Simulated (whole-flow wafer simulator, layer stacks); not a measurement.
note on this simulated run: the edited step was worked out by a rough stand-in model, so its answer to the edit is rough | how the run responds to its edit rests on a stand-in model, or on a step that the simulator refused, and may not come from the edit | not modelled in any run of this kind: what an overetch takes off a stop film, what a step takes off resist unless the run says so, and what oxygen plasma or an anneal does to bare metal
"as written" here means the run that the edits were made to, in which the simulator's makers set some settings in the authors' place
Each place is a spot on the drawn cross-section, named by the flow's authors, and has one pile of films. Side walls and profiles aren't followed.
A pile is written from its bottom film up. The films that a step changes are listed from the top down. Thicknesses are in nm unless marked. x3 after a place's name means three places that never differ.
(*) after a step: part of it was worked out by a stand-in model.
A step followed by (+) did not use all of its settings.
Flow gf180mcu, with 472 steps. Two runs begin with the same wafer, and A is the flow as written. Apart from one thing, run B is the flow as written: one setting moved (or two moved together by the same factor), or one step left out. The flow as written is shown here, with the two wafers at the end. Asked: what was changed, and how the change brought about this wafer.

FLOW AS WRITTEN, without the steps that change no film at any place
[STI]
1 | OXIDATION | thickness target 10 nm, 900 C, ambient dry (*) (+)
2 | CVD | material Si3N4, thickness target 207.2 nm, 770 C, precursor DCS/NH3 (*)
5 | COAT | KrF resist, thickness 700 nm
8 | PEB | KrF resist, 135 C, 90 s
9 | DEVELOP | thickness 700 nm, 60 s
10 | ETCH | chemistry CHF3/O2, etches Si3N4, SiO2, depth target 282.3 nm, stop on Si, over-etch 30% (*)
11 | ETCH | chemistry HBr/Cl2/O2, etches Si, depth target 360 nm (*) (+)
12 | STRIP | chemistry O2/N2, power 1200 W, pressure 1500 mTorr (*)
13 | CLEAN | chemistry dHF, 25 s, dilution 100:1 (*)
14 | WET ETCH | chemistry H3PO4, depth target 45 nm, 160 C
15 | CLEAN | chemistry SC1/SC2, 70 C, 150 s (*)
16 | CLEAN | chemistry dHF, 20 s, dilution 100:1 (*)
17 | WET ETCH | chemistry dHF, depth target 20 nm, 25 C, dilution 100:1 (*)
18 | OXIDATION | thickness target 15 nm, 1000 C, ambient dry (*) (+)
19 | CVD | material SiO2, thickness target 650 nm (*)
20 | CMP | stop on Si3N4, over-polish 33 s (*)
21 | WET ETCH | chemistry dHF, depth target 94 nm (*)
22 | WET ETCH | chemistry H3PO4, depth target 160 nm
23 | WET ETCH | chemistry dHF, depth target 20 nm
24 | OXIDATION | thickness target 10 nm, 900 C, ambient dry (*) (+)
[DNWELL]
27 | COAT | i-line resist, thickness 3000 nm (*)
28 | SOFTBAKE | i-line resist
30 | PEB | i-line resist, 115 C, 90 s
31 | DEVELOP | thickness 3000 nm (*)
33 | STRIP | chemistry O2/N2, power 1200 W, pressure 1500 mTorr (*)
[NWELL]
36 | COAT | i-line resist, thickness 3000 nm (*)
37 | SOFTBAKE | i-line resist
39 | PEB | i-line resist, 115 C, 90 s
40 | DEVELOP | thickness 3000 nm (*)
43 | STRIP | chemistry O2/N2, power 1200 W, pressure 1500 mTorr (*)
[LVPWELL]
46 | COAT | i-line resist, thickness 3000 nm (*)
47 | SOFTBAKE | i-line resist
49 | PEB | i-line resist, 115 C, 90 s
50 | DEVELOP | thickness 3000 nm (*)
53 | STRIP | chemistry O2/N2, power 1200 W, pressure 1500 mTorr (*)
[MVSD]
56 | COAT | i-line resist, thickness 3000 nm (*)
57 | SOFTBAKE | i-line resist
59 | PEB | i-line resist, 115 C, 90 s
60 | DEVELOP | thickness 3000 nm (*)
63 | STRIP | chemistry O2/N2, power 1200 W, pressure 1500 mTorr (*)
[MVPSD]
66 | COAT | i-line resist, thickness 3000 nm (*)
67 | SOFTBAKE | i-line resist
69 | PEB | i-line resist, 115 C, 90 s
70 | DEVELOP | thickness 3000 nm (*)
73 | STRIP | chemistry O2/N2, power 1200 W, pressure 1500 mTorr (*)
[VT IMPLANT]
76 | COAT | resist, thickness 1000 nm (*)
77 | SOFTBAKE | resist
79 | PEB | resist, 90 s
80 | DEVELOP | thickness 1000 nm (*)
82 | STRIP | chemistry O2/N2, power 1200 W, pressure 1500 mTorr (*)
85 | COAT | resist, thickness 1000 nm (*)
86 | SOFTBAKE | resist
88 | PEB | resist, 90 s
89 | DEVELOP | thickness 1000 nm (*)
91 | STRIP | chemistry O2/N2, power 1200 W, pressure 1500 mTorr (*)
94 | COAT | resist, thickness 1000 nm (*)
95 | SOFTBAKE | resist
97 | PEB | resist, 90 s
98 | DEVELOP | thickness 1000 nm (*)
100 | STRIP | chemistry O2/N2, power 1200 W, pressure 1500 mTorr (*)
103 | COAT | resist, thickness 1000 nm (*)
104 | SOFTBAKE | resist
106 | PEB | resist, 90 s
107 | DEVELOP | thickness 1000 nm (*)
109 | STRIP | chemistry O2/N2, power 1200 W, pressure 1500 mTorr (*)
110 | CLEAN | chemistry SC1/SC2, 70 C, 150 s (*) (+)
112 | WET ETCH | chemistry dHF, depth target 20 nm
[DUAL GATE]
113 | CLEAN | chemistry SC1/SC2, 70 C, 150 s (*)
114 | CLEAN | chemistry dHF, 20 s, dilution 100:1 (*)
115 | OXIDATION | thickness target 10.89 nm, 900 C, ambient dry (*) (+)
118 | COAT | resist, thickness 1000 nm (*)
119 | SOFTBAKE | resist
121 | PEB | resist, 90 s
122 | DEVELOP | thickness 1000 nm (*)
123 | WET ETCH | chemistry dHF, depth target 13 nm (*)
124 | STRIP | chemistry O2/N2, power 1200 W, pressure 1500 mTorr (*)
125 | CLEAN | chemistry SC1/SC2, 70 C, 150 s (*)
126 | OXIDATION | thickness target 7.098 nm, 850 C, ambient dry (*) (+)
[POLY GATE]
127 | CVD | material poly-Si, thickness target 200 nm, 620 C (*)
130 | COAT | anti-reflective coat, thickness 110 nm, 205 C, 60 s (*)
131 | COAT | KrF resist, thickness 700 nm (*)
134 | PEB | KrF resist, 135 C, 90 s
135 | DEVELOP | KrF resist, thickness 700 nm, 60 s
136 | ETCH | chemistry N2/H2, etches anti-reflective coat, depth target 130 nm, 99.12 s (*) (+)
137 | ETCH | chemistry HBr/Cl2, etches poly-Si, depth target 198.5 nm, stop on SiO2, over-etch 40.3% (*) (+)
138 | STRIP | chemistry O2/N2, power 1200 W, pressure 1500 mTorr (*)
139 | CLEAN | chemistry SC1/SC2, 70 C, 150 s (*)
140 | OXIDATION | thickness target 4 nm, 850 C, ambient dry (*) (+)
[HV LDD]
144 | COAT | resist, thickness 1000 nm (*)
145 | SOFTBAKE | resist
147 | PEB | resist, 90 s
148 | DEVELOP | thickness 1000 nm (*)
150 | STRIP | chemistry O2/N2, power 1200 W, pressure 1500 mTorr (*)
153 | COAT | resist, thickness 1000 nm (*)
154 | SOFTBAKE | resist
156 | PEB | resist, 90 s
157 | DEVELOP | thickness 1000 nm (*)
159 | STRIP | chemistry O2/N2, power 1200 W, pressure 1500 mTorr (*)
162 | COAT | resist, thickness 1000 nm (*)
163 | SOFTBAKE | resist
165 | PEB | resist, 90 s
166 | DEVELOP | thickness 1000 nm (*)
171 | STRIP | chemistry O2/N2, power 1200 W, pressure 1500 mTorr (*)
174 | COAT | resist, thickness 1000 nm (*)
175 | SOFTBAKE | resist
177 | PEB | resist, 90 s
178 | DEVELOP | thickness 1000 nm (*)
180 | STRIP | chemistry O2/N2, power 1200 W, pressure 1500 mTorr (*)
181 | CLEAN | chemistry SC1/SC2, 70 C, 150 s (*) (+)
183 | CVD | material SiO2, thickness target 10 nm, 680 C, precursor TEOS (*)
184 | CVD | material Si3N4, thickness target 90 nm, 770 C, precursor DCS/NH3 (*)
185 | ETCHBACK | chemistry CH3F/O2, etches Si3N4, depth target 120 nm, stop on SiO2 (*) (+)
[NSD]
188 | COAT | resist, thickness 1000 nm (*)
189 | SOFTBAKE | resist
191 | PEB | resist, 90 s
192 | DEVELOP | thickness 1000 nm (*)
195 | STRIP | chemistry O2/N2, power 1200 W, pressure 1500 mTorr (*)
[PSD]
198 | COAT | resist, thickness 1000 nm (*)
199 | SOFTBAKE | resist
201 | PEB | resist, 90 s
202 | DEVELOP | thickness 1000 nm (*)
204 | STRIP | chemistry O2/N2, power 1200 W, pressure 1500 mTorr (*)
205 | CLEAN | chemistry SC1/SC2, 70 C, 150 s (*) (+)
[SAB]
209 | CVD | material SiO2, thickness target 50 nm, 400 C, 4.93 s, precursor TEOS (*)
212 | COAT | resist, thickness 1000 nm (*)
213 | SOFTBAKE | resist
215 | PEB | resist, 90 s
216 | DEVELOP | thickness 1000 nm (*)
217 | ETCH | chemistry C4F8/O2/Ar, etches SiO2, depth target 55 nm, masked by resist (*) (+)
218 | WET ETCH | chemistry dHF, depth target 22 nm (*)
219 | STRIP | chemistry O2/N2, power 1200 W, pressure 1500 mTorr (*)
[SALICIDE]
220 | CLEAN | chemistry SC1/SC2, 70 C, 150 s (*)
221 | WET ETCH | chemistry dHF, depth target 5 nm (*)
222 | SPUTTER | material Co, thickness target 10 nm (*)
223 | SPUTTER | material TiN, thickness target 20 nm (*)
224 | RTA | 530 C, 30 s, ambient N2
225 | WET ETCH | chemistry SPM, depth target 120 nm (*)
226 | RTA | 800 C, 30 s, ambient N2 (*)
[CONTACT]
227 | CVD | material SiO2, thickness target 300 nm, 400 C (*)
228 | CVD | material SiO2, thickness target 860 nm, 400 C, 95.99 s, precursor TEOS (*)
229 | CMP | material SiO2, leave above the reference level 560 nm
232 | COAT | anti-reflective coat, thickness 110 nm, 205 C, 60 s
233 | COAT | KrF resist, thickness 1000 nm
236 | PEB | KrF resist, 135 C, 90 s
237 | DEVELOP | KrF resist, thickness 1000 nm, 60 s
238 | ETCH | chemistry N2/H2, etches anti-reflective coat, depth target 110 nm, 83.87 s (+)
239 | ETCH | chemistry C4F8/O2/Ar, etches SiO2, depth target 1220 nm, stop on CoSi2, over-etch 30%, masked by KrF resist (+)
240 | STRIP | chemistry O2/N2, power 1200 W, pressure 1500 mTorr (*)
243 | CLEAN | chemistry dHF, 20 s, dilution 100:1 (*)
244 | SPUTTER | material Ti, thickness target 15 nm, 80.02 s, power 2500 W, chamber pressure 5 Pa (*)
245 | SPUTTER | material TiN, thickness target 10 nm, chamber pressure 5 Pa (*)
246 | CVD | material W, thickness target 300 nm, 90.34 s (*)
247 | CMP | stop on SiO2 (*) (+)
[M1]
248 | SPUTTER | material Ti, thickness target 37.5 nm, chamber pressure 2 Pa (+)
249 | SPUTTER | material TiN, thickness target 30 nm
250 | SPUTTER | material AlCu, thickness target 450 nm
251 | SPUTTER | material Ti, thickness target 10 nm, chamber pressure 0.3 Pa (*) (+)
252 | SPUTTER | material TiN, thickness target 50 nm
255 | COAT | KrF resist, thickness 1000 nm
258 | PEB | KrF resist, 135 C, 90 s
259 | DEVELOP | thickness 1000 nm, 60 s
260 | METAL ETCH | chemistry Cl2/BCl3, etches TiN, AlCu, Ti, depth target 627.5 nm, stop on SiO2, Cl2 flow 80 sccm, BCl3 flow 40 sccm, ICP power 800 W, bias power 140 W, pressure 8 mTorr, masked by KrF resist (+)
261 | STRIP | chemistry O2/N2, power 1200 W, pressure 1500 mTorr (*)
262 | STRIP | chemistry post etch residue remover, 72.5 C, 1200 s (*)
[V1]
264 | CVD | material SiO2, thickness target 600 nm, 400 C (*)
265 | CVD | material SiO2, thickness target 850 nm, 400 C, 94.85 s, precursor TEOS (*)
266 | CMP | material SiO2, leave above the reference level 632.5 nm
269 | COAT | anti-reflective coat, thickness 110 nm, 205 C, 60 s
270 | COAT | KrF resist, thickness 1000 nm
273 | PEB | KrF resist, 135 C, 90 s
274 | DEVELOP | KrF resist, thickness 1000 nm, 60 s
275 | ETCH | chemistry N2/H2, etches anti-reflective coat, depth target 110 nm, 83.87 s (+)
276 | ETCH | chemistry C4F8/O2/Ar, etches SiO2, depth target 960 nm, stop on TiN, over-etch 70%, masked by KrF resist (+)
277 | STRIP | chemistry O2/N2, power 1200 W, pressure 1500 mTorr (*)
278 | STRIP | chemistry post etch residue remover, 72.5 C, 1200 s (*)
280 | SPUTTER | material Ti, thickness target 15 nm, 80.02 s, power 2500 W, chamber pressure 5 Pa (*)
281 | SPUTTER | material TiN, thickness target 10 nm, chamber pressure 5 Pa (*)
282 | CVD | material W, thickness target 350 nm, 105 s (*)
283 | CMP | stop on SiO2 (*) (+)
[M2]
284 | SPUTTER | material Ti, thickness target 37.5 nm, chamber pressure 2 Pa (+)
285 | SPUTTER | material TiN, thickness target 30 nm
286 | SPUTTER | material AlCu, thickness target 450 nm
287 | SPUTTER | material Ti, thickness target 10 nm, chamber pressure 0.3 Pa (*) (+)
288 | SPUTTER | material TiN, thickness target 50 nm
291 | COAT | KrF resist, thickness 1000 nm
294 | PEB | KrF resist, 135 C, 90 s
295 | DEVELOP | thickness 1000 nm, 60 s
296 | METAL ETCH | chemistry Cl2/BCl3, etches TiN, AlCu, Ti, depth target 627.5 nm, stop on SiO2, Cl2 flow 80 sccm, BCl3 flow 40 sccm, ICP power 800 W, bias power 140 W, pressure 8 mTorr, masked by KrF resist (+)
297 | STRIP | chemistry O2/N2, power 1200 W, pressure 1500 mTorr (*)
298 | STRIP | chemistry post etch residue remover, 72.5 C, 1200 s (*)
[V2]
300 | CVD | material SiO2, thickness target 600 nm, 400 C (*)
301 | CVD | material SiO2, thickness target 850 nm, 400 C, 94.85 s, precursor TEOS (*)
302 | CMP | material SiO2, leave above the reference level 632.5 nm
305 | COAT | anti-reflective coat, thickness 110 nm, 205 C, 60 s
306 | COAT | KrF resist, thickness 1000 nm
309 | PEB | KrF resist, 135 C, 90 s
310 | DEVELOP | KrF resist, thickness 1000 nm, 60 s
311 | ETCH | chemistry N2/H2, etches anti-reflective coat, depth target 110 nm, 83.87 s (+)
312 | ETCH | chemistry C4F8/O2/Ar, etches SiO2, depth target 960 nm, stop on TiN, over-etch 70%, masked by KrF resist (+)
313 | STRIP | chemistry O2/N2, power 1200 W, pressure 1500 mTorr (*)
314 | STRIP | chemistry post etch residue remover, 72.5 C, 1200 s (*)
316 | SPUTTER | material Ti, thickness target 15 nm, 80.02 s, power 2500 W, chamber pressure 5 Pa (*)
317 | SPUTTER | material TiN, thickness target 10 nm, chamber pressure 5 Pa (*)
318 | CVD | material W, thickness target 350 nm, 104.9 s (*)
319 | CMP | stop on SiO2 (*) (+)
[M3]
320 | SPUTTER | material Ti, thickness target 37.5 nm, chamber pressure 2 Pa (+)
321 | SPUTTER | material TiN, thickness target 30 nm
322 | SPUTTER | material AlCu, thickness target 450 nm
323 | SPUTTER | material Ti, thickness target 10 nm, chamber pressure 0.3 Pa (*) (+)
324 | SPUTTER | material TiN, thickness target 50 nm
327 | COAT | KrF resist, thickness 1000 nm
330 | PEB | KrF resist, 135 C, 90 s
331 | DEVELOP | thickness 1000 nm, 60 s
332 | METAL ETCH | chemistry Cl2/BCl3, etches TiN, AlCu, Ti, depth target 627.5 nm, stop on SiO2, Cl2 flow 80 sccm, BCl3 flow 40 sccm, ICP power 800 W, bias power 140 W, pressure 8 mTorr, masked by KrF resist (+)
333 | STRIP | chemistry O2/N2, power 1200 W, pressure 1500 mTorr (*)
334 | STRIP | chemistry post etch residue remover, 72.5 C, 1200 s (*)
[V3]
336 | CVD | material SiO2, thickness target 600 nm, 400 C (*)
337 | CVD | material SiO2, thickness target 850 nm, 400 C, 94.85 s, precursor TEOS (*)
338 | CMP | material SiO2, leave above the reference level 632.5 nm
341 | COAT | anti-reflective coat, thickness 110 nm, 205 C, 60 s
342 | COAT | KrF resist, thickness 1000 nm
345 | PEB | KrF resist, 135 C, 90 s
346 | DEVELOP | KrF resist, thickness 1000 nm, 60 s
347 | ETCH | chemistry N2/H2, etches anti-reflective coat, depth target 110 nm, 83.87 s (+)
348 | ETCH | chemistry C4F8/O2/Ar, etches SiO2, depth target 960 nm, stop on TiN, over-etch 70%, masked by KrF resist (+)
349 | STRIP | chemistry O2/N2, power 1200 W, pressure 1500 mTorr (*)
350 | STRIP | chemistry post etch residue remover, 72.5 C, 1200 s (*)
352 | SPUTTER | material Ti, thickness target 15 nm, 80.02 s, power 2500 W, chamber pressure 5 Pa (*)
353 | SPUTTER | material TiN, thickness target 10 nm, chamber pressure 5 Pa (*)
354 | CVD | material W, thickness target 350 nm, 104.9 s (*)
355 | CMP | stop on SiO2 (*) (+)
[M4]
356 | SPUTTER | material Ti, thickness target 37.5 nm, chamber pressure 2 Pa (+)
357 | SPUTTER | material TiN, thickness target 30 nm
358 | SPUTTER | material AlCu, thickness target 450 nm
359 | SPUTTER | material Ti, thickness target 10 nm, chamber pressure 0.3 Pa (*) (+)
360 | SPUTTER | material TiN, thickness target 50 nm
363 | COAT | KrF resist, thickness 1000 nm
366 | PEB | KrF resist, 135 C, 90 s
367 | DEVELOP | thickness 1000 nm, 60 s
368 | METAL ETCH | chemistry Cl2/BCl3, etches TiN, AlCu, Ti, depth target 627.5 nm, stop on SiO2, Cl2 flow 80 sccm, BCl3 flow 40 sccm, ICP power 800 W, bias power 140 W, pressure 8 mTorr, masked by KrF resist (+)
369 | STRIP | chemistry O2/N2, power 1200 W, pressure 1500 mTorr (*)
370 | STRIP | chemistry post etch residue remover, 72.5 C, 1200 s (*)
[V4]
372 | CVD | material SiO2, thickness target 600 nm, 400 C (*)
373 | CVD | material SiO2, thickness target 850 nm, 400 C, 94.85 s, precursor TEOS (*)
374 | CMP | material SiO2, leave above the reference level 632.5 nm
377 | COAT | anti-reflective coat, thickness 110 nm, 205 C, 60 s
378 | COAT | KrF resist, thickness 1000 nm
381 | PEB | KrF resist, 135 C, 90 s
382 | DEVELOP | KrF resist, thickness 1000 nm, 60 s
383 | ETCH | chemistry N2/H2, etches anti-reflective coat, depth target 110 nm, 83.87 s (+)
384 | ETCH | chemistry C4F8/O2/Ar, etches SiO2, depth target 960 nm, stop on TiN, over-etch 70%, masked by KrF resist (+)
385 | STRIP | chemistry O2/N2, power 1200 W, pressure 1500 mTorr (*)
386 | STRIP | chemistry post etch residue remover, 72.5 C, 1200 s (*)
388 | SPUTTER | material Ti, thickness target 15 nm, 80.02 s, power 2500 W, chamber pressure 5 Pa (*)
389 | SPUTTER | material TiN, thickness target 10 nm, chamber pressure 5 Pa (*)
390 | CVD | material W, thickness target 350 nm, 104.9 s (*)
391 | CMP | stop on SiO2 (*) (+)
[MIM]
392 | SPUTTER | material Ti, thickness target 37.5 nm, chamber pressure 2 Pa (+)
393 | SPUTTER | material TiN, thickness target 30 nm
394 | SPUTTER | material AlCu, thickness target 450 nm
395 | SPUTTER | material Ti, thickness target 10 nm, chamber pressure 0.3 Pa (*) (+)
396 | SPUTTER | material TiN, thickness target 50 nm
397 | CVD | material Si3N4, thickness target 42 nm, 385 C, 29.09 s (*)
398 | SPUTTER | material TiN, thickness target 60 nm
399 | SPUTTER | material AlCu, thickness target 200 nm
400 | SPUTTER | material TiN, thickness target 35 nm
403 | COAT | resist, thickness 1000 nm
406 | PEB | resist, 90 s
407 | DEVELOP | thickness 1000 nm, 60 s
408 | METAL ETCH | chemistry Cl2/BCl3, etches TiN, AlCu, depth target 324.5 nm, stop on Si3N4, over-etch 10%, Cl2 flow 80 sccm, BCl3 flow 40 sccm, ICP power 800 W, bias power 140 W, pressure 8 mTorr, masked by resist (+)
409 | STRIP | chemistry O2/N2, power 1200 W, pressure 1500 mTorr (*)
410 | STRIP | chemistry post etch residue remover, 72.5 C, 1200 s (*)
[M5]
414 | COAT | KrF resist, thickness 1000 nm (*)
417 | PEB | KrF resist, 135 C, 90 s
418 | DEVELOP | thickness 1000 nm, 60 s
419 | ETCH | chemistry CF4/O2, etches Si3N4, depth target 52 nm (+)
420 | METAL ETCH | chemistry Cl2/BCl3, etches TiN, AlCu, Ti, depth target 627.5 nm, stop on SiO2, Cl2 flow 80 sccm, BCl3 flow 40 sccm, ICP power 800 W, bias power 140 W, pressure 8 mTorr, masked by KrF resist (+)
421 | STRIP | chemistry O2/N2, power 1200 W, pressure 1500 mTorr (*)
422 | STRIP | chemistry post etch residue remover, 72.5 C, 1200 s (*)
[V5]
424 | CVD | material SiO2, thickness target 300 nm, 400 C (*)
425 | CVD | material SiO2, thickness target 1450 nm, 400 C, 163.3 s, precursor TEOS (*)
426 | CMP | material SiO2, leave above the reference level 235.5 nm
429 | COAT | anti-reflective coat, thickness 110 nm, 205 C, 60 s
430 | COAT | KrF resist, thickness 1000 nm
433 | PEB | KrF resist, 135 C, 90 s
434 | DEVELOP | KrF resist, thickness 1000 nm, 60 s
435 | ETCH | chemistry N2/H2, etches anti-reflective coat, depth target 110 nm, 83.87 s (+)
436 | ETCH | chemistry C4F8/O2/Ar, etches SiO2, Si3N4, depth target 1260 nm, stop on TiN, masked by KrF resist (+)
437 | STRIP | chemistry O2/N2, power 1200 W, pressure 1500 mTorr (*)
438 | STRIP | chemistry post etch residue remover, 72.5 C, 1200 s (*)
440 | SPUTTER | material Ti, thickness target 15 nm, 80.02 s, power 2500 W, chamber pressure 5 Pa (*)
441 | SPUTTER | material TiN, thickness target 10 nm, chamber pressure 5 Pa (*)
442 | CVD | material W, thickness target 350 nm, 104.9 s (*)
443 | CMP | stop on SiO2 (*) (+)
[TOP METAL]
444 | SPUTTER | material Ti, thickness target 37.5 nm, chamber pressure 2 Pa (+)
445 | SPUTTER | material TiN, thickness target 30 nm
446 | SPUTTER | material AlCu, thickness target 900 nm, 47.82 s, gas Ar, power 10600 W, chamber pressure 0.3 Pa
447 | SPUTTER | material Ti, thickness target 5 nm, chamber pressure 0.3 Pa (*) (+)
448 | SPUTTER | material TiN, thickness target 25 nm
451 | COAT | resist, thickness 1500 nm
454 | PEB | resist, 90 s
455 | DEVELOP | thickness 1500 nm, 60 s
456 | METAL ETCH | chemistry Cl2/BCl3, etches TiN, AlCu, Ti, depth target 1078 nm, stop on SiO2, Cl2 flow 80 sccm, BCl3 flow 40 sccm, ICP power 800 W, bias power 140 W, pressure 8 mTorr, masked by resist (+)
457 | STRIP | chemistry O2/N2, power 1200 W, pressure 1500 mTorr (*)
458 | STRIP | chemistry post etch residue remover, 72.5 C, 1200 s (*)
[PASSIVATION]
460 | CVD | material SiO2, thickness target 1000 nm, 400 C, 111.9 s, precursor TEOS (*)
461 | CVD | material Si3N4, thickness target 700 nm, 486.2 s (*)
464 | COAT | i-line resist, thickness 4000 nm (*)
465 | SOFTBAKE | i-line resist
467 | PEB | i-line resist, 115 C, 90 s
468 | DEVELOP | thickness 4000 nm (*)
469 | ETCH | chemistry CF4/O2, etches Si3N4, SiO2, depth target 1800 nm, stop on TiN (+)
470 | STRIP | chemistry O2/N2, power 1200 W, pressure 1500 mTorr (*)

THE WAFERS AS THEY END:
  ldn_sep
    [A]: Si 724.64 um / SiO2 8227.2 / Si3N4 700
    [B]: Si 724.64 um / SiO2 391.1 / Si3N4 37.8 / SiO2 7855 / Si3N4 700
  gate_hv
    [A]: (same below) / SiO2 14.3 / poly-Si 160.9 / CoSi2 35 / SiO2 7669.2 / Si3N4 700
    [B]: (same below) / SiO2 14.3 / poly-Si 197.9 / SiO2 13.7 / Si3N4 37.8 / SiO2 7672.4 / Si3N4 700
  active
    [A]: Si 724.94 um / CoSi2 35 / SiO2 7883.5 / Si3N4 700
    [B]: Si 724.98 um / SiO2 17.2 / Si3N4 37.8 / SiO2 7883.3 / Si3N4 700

What caused this: step 185, ETCHBACK: depth target 48 nm was run, though the flow has depth target 120 nm.

How this came from the change, step by step:
  185 | ETCHBACK | chemistry CH3F/O2, etches Si3N4, depth target 120 nm, stop on SiO2 (*) (+)
      field, field__w1, field__w2 and 100 more: A Si3N4 loses 90 (all of it), SiO2 loses 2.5 | B Si3N4 loses 48
  188 | COAT | resist, thickness 1000 nm (*)
      spacer: A resist gains 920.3 (new film) | B resist gains 964.9 (new film)
  189 | SOFTBAKE | resist
      field__w9: A resist gains 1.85 | B resist loses 1.08
      nw_enc_fld_lv: A resist gains 0.58 | B resist gains 1.62
  191 | PEB | resist, 90 s
      spacer: A resist loses 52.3 | B resist loses 55.2
  192 | DEVELOP | thickness 1000 nm (*)
      spacer: A resist loses 868 (all of it) | B resist loses 909.8 (all of it)
  198 | COAT | resist, thickness 1000 nm (*)
      spacer: A resist gains 920.3 (new film) | B resist gains 964.9 (new film)
  199 | SOFTBAKE | resist
      field__w9: A resist gains 1.85 | B resist loses 1.08
      nw_enc_fld_lv: A resist gains 0.58 | B resist gains 1.62
  201 | PEB | resist, 90 s
      spacer: A resist loses 52.3 | B resist loses 55.2
  204 | STRIP | chemistry O2/N2, power 1200 W, pressure 1500 mTorr (*)
      spacer: A resist loses 868 (all of it) | B resist loses 909.8 (all of it)
  205 | CLEAN | chemistry SC1/SC2, 70 C, 150 s (*) (+)
      field, field__w1, field__w2 and 105 more: A SiO2 loses 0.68 | B Si3N4 loses 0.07
  209 | CVD | material SiO2, thickness target 50 nm, 400 C, 4.93 s, precursor TEOS (*)
      field, field__w7, field__w8 and 73 more: A SiO2 gains 50 | B SiO2 gains 50 (new film)
      field_sub__w1, field_sub__w3, field_sub__w4, field_sub__w5, ld_drift_n: A SiO2 gains 48.9 | B SiO2 gains 48.8 (new film)
      (as well as at 27 more places)
  212 | COAT | resist, thickness 1000 nm (*)
      spacer: A resist gains 919.2 (new film) | B resist gains 964.2 (new film)
  215 | PEB | resist, 90 s
      spacer: A resist loses 52.3 | B resist loses 55.1
  216 | DEVELOP | thickness 1000 nm (*)
      spacer: A resist loses 866.9 (all of it) | B resist loses 909.1 (all of it)
  217 | ETCH | chemistry C4F8/O2/Ar, etches SiO2, depth target 55 nm, masked by resist (*) (+)
      field, field__w7, field__w8 and 70 more: A SiO2 loses 55 | B SiO2 loses 50 (all of it), Si3N4 loses 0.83
      field_sub__w1, field_sub__w3, field_sub__w4, field_sub__w5, ld_drift_n: A SiO2 loses 55 | B SiO2 loses 48.8 (all of it), Si3N4 loses 1.03
      (as well as at 21 more places)
  218 | WET ETCH | chemistry dHF, depth target 22 nm (*)
      gate, gate_hv, gate_p and 23 more: A SiO2 loses 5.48 (all of it) | B Si3N4 loses 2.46
      field, field__w10, sti and 14 more: A SiO2 loses 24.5 | B Si3N4 loses 2.46
      (as well as at 56 more places)
  ... 12 other steps ...
  471 | ANNEAL | 400 C, 1800 s, ambient N2/H2
      polyc_n, polyc_p: A nothing | B under 9 films: void gains 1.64 (new film), Ti loses 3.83, TiSi first gains 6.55 (new film), poly-Si loses 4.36
      contact: A nothing | B under 49 films: void gains 1.62 (new film), Ti loses 3.83, TiSi first gains 6.55 (new film), Si loses 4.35
Taking metal films that touch as one body, gate_hv has 0 bodies; the flow as written gives 1 body.
Taking metal films that touch as one body, active has 0 bodies; the flow as written gives 1 body.
